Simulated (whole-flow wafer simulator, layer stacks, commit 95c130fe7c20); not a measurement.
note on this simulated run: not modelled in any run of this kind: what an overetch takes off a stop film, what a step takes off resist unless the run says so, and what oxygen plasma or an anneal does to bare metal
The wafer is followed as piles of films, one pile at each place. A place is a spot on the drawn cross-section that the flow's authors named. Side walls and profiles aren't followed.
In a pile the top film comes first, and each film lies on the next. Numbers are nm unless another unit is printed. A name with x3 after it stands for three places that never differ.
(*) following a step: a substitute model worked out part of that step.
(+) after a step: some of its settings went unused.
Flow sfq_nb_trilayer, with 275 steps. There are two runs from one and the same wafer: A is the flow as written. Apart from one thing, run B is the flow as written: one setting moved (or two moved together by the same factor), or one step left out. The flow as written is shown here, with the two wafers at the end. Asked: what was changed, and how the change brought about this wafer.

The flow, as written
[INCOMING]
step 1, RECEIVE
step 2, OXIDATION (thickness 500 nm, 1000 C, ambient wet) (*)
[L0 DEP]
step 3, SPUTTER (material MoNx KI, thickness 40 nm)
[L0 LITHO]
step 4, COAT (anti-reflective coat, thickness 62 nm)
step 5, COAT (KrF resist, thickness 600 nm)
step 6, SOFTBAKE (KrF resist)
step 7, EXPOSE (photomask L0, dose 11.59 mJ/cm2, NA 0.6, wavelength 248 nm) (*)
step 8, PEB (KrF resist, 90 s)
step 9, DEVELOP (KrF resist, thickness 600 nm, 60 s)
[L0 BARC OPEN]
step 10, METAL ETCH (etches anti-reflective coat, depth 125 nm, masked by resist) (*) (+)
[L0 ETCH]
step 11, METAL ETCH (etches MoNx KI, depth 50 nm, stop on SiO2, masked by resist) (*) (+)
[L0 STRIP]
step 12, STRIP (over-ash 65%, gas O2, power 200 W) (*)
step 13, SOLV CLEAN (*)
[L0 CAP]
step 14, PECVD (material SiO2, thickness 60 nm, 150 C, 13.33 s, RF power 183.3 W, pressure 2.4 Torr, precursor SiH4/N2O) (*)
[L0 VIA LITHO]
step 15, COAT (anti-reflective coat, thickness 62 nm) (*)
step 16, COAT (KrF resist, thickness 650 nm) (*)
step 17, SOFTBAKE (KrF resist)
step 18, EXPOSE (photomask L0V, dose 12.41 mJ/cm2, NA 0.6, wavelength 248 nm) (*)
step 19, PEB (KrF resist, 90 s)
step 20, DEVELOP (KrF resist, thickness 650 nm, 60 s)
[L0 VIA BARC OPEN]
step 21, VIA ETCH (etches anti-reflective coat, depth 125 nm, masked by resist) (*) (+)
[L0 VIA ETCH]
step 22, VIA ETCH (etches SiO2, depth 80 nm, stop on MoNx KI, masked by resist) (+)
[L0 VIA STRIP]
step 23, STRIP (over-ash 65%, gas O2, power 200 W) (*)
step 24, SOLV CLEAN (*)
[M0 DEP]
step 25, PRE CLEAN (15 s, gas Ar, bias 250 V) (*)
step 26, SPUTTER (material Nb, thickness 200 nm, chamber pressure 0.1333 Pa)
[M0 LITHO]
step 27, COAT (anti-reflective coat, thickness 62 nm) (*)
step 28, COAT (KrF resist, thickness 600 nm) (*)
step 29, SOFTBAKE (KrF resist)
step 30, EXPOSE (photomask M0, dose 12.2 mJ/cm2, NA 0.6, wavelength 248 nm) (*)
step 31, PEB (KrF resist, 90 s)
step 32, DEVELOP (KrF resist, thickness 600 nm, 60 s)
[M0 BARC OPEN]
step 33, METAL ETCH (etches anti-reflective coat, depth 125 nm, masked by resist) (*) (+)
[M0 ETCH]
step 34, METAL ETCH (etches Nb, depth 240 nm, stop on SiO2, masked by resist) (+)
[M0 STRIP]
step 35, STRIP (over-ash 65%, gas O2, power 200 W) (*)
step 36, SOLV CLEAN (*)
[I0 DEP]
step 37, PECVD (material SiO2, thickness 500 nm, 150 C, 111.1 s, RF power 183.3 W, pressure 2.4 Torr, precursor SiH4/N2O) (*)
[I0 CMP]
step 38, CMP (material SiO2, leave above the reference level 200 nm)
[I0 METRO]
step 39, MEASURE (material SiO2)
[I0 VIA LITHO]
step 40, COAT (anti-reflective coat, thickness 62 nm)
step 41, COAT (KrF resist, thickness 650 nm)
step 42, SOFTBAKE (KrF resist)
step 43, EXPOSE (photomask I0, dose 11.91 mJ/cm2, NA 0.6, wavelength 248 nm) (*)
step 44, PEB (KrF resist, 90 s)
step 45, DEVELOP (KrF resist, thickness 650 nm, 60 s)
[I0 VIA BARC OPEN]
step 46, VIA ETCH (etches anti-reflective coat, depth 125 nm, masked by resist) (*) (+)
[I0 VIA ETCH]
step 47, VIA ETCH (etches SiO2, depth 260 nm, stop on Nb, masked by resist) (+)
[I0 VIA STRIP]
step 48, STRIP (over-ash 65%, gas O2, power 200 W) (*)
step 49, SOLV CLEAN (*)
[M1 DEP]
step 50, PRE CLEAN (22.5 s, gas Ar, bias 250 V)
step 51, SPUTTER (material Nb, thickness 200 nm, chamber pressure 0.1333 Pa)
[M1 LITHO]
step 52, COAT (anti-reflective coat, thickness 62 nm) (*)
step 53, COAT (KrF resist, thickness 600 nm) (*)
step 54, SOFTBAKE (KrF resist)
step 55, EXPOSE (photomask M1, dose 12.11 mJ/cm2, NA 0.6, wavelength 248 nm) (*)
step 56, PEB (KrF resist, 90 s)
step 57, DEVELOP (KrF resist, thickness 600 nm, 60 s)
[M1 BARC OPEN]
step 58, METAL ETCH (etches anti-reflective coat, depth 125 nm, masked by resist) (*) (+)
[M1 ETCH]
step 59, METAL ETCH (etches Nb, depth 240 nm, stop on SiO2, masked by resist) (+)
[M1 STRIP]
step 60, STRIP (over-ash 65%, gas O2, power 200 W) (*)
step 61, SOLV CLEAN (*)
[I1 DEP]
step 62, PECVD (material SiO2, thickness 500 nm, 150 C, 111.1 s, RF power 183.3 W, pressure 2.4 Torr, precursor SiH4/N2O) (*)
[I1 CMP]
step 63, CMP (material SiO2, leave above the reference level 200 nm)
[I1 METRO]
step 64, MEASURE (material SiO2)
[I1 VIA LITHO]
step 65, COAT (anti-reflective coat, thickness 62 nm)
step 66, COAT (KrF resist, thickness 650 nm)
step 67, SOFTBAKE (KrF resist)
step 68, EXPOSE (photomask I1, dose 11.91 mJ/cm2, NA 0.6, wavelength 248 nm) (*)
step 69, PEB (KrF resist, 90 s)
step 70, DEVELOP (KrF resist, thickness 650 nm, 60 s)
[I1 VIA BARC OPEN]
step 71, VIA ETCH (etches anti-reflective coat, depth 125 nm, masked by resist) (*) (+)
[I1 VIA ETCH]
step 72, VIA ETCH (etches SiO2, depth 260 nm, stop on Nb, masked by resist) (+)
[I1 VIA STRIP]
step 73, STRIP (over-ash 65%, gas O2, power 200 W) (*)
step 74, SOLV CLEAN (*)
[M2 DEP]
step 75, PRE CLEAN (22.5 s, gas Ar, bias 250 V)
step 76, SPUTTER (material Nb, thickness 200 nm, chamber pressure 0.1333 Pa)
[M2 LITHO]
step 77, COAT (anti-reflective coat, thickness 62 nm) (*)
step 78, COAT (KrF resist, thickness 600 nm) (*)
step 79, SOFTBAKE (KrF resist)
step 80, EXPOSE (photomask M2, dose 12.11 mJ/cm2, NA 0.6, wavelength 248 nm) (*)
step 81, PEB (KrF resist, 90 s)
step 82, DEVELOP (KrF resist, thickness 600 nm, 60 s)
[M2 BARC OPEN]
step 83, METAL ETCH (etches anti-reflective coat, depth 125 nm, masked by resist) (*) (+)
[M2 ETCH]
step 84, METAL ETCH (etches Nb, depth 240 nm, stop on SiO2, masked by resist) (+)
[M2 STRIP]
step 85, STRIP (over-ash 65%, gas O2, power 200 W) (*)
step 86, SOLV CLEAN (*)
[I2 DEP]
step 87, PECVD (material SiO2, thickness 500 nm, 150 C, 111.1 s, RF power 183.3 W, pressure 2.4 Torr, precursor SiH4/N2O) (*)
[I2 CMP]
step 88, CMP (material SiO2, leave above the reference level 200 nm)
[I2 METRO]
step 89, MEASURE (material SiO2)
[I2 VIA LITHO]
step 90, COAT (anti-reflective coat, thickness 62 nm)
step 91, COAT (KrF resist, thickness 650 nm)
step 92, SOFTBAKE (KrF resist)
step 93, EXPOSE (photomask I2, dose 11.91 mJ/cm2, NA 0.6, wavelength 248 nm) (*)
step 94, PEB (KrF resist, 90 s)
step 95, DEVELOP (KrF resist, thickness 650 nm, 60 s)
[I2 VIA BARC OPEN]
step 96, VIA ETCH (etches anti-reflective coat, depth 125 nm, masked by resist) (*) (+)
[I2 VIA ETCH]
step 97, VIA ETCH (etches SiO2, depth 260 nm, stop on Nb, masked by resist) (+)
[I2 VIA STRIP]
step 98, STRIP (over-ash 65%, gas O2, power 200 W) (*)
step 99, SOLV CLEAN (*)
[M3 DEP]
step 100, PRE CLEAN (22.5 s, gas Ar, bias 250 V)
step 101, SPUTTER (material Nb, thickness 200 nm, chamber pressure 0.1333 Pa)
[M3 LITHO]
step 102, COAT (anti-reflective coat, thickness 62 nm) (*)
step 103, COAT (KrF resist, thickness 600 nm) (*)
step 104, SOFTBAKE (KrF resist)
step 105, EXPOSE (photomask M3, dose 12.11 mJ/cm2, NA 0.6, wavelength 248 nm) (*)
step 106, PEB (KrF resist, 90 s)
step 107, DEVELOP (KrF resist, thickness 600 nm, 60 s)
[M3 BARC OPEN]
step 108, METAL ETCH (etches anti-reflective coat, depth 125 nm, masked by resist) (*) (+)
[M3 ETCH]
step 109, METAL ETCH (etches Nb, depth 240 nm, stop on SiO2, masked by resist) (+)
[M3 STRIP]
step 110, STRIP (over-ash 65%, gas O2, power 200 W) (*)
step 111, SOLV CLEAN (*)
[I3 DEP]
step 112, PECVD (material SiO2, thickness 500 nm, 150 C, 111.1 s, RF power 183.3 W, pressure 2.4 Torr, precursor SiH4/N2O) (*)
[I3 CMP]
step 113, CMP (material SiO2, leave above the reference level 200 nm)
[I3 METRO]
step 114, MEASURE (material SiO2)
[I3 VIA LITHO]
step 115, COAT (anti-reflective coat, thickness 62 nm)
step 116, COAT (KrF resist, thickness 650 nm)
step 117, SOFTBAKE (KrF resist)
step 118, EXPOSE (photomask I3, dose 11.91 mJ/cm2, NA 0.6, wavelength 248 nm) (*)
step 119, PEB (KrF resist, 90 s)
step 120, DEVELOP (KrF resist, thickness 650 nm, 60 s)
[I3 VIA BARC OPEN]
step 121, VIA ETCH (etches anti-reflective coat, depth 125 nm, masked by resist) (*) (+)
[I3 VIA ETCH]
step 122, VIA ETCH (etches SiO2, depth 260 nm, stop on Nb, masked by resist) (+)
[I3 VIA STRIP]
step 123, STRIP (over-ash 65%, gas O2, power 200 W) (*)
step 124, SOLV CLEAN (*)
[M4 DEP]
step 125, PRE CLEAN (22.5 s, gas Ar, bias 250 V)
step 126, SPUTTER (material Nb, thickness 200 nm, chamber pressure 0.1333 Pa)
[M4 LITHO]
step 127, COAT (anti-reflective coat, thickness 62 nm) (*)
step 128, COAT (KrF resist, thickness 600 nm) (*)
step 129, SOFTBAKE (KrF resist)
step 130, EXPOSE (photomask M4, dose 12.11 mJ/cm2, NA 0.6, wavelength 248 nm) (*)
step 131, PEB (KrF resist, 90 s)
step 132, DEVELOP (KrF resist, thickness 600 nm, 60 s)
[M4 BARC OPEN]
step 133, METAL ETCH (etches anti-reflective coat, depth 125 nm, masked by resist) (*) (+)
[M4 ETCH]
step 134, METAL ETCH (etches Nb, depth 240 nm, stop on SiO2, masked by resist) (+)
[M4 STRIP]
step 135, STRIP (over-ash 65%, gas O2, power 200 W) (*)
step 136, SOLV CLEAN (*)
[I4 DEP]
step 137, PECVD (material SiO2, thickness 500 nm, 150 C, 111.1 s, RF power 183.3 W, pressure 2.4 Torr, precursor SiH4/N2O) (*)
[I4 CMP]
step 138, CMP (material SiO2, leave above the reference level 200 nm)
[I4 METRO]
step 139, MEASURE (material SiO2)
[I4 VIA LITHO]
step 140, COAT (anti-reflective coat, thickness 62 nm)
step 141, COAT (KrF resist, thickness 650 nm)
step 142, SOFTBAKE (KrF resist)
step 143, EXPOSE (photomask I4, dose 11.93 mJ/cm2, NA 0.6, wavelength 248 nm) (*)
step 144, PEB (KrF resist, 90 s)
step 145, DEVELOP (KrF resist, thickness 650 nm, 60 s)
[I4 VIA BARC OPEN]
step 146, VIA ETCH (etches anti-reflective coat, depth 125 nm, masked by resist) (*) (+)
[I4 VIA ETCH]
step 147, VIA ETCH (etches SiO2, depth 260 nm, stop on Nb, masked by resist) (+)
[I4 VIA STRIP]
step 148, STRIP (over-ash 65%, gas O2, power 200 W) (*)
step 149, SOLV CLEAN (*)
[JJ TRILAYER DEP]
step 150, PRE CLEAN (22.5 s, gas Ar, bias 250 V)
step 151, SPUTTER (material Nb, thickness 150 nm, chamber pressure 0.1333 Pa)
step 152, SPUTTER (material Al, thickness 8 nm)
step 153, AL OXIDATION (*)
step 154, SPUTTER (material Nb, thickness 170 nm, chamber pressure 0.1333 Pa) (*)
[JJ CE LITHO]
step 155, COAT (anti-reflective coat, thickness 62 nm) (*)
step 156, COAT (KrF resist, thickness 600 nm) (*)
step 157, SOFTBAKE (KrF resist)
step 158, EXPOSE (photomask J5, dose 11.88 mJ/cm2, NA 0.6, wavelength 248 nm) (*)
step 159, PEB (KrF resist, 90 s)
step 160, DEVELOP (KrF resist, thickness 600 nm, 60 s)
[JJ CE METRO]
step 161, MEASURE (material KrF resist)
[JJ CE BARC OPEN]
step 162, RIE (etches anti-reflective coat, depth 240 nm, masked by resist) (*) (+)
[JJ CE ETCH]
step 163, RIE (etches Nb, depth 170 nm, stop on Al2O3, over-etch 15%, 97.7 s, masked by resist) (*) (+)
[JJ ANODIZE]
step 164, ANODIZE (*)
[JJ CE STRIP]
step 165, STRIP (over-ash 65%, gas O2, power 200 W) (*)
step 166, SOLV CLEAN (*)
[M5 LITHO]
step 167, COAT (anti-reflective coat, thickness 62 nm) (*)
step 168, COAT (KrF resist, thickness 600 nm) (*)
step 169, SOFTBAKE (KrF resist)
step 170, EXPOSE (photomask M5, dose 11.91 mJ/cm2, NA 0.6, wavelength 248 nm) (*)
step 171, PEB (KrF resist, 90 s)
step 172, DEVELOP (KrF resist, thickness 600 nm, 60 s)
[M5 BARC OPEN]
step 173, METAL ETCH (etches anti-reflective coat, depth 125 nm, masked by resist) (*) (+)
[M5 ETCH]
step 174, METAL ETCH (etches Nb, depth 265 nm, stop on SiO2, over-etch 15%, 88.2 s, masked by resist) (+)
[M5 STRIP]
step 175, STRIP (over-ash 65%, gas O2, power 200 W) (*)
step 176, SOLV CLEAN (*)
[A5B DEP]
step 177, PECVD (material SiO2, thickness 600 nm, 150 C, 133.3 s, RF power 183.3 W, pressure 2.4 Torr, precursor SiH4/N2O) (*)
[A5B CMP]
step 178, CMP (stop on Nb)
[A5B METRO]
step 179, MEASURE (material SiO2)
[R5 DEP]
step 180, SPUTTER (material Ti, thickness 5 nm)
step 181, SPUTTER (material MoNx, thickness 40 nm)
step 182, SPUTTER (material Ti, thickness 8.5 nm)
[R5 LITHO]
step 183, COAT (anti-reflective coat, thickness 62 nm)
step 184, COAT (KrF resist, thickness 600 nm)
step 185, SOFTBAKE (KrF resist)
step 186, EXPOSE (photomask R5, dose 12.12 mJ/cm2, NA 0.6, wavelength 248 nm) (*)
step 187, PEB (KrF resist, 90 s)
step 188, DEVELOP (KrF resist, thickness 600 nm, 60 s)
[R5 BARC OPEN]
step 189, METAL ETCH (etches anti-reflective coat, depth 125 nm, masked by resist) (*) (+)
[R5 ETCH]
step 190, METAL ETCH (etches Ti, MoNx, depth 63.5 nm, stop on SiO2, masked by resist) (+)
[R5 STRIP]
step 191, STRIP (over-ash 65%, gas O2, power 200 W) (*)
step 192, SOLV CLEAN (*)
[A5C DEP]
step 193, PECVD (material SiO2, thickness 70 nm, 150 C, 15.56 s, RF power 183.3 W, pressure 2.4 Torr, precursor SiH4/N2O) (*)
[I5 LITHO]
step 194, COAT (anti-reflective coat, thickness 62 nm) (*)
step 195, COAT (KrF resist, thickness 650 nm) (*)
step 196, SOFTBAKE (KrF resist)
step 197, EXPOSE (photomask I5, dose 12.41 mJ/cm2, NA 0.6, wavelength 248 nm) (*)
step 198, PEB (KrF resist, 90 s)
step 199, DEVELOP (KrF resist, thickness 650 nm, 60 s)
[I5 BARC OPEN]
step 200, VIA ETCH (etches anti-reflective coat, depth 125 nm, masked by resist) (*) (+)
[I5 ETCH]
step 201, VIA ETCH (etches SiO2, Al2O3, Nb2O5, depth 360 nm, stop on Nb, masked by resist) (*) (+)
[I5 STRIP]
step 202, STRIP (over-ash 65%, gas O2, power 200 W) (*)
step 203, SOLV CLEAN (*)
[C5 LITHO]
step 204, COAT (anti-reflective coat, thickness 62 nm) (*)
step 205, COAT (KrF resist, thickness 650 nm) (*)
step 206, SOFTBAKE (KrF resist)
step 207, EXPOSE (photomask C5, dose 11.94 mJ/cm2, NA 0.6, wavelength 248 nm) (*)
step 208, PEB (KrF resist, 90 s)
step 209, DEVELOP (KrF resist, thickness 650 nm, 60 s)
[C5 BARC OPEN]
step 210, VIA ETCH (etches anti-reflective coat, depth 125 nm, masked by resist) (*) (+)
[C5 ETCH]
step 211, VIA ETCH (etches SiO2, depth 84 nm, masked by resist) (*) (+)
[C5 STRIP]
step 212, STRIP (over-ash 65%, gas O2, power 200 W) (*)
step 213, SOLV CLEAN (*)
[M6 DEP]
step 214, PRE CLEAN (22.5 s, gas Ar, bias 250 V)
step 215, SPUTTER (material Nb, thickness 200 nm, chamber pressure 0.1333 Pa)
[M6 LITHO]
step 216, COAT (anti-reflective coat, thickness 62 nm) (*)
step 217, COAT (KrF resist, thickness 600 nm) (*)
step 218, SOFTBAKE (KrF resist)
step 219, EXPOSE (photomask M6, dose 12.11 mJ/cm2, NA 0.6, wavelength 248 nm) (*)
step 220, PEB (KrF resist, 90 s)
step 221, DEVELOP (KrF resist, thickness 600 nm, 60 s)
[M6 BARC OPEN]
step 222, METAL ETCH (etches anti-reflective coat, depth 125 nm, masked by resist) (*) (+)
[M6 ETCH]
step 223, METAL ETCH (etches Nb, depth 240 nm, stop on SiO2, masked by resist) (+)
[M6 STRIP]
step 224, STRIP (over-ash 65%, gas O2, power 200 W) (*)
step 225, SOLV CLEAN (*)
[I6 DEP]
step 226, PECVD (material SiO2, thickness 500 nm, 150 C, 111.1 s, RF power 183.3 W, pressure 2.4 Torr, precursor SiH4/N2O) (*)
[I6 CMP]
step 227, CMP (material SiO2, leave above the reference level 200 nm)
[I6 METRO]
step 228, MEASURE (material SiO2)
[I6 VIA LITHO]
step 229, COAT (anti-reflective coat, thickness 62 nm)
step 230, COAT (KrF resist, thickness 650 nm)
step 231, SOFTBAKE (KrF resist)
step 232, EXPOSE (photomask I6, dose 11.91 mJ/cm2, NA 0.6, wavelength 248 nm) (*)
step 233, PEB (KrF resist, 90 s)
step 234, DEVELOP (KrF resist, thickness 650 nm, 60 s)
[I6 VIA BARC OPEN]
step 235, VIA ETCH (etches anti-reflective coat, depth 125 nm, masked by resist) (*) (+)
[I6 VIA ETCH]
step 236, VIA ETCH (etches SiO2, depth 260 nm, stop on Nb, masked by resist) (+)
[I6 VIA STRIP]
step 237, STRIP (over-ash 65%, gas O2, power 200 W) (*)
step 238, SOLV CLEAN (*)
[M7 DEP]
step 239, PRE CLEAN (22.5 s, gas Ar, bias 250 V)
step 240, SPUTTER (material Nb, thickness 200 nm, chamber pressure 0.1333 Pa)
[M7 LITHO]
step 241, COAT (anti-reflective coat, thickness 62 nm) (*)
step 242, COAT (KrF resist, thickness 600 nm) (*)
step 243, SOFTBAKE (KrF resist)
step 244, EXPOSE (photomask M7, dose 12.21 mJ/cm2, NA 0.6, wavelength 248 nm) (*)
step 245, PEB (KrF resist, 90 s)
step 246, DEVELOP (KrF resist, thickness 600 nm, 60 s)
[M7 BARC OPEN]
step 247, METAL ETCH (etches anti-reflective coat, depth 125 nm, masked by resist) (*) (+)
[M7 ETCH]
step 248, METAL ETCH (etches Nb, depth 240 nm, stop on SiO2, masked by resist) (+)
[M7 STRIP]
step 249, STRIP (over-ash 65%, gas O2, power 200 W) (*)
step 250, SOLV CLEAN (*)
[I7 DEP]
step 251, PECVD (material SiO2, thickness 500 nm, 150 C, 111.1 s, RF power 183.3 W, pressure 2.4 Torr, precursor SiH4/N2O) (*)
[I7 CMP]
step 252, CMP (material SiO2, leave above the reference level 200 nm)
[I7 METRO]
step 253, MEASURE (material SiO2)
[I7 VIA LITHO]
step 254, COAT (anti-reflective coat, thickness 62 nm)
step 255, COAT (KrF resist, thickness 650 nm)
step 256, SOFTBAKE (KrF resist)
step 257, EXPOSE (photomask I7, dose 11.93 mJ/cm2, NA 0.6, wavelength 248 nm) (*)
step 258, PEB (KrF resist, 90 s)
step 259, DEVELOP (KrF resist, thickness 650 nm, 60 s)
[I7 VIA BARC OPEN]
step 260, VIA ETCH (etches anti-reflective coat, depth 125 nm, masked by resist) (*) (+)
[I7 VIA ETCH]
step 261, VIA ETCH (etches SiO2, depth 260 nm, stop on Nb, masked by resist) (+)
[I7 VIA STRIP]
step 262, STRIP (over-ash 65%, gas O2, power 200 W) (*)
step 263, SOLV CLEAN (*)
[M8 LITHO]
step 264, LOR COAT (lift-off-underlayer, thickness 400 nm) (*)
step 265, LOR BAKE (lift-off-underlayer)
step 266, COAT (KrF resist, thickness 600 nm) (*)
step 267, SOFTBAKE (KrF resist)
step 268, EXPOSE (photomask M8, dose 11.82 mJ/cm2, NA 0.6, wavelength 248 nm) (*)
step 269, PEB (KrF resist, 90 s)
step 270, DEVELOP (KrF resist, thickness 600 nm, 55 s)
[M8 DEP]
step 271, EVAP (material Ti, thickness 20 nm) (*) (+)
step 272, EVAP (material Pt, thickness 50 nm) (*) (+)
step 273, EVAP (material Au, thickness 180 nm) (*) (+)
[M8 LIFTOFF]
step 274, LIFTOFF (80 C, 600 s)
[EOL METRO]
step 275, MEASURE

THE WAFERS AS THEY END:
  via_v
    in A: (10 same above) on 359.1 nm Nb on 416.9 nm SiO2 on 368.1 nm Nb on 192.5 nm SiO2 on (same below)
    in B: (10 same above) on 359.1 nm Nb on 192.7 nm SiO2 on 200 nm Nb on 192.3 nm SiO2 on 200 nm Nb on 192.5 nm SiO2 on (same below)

The reason: step 72, VIA ETCH: etches SiO2, depth 260 nm, stop on Nb, masked by resist (+), was not run.

Step by step, how the change led to this:
  step 73, STRIP (over-ash 65%, gas O2, power 200 W) (*)
      field_l, v_sur, via_wl and 102 more: A -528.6 KrF resist (all of it), -62 anti-reflective coat (all of it) | B -573.4 KrF resist (all of it), -62 anti-reflective coat (all of it)
  step 75, PRE CLEAN (22.5 s, gas Ar, bias 250 V)
      via_v: A -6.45 Nb | B -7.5 SiO2
  step 76, SPUTTER (material Nb, thickness 200 nm, chamber pressure 0.1333 Pa)
      via_v: A +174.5 Nb | B +200 Nb (new film)
  step 77, COAT (anti-reflective coat, thickness 62 nm) (*)
      via_sp: A +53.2 anti-reflective coat (new film) | B +62 anti-reflective coat (new film)
      via_v: A +123.1 anti-reflective coat (new film) | B +62.1 anti-reflective coat (new film)
      (and at 1 other place as well)
  step 78, COAT (KrF resist, thickness 600 nm) (*)
      via_v: A +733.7 KrF resist (new film) | B +600.1 KrF resist (new film)
  step 85, STRIP (over-ash 65%, gas O2, power 200 W) (*)
      via_wr: A -374.6 KrF resist (all of it), -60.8 anti-reflective coat (all of it) | B -382.4 KrF resist (all of it), -62 anti-reflective coat (all of it)
      via_sp: A -374.4 KrF resist (all of it), -53.2 anti-reflective coat (all of it) | B -382.4 KrF resist (all of it), -62 anti-reflective coat (all of it)
      (and at 2 other places as well)
  step 87, PECVD (material SiO2, thickness 500 nm, 150 C, 111.1 s, RF power 183.3 W, pressure 2.4 Torr, precursor SiH4/N2O) (*)
      via_v: A +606 SiO2 (new film) | B +500 SiO2 (new film)
  step 88, CMP (material SiO2, leave above the reference level 200 nm)
      via_v: A -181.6 SiO2 | B -299.8 SiO2
With metal films that touch counted as one body, via_v has 7 bodies (between them, from the top down: SiO2 437.8; SiO2 209 / Al2O3 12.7 / Nb2O5 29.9; SiO2 425.9; SiO2 192.7; SiO2 192.3; SiO2 192.5); the flow as written gives 6 bodies (between them, from the top down: SiO2 437.8; SiO2 209 / Al2O3 12.7 / Nb2O5 29.9; SiO2 425.9; SiO2 416.9; SiO2 192.5).
